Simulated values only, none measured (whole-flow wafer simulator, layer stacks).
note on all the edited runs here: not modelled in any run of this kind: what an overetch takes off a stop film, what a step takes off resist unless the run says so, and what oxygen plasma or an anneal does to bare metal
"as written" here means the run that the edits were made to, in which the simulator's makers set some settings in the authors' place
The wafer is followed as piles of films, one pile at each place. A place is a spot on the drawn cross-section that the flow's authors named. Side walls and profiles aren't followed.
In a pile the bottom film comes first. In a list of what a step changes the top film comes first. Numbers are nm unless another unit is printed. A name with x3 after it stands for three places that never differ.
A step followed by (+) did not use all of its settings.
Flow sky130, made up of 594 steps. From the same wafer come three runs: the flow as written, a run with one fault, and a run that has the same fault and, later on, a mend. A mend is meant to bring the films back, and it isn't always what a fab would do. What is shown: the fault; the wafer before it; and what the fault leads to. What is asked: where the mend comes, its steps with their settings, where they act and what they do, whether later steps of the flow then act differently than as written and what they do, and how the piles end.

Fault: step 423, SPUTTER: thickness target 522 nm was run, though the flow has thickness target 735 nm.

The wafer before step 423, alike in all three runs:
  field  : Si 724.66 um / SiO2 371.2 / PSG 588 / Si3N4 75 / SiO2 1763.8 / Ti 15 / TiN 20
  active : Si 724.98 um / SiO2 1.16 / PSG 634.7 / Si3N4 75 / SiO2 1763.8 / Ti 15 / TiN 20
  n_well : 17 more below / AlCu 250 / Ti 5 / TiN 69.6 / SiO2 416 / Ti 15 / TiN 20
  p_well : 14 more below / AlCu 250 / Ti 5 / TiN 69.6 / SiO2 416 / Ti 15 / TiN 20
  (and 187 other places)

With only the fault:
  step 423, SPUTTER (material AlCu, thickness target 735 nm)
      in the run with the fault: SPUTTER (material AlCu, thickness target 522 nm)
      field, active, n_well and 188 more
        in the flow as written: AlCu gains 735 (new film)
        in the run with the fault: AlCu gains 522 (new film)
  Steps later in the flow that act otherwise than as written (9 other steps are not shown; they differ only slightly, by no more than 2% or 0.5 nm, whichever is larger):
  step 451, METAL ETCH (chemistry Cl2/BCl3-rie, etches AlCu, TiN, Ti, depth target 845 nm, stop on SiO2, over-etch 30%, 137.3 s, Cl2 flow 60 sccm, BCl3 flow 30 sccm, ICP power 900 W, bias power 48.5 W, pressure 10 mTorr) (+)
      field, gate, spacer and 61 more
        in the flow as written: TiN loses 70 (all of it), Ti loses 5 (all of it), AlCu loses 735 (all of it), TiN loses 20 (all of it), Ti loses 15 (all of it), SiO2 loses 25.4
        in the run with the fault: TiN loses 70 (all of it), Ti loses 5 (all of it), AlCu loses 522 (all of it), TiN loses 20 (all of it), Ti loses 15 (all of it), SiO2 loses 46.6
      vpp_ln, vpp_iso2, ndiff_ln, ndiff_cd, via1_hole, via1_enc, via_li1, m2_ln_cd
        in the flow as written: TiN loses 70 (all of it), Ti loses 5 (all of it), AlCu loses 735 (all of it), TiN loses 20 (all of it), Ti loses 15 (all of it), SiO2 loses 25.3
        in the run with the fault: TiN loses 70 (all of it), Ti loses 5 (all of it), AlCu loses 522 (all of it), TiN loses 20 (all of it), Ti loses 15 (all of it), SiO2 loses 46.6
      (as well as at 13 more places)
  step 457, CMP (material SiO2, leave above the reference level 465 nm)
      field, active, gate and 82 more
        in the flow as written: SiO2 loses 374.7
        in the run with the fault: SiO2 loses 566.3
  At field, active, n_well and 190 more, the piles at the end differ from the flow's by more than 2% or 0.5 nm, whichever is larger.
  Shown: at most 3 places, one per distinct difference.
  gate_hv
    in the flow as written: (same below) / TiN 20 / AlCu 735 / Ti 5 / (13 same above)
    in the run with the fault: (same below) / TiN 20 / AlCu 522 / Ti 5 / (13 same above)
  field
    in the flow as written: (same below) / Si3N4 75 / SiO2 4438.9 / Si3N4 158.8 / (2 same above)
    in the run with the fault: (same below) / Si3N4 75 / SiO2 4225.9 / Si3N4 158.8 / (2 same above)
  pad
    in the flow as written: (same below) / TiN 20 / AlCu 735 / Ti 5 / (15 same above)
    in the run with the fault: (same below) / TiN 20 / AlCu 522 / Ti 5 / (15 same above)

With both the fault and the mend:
  The mend follows step 423.
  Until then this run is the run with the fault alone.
  step 423a, SPUTTER (material AlCu, thickness target 213 nm) (the flow's step 423, run once more with other settings)
      field, active, n_well and 188 more
        AlCu gains 213
  None of the later steps of the flow acts differently than as written at any place that is followed.
  At every place that both follow, the piles at the end match the flow's.
